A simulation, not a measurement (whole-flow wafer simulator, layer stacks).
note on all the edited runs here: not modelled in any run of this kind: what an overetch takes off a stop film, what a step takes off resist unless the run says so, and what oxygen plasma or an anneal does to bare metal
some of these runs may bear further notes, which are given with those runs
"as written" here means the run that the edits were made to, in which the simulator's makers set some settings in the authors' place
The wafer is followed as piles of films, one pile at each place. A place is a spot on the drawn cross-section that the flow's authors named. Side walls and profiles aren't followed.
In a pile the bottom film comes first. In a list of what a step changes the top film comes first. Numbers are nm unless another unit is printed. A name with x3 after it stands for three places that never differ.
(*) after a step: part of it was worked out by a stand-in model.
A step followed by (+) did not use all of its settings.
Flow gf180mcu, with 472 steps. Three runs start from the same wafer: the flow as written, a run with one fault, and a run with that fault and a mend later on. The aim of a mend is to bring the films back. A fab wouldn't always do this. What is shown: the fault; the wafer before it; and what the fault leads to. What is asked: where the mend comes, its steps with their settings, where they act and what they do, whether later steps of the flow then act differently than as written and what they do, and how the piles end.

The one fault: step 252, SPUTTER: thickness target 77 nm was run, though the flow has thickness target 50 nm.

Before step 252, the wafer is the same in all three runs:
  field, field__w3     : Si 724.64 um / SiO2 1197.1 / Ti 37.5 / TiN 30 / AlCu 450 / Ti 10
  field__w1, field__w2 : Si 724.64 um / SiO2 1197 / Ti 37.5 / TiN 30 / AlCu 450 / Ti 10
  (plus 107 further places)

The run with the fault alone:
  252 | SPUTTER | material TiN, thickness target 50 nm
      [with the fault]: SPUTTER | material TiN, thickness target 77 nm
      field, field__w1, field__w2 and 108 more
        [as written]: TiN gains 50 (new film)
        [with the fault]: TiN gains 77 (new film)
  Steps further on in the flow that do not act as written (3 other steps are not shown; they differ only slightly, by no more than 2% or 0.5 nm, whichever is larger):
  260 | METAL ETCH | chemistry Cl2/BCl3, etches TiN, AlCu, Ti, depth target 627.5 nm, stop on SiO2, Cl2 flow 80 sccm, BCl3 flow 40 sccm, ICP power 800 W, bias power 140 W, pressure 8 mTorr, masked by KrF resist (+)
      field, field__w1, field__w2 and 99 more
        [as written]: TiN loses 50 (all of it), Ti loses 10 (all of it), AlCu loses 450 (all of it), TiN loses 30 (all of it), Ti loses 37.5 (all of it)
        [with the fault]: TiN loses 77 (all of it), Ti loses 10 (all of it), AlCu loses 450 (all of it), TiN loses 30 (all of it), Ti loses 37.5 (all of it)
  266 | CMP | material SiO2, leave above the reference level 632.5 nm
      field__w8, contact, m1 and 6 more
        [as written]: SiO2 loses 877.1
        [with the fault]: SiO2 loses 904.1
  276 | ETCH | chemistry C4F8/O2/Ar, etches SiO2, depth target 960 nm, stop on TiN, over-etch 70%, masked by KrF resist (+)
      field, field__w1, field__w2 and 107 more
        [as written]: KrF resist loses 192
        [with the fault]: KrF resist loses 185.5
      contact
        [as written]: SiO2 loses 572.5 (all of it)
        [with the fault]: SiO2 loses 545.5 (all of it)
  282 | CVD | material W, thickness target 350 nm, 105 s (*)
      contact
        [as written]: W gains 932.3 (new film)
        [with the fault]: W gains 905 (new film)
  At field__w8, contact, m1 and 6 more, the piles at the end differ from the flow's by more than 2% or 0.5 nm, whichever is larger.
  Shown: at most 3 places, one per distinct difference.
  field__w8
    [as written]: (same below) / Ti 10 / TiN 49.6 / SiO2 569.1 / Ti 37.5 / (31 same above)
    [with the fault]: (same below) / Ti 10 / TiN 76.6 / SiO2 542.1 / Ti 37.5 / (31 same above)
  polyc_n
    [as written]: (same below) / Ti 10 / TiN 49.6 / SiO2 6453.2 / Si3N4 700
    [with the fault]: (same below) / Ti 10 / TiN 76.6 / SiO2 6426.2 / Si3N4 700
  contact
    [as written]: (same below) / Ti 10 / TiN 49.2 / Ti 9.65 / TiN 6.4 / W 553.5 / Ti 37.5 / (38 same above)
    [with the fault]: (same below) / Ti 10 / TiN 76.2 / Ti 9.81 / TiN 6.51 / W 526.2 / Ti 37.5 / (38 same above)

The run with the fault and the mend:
  After step 252 comes the mend.
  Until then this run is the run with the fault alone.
  252a | METAL ETCH | chemistry Cl2/BCl3, etches TiN, AlCu, Ti, depth target 27 nm, Cl2 flow 80 sccm, BCl3 flow 40 sccm, ICP power 800 W, bias power 140 W, pressure 8 mTorr
      field, field__w1, field__w2 and 108 more
        TiN loses 27
  Later steps of the flow that are run all act as written at every place that is followed.
  The piles end the same as the flow's at every place that both follow.
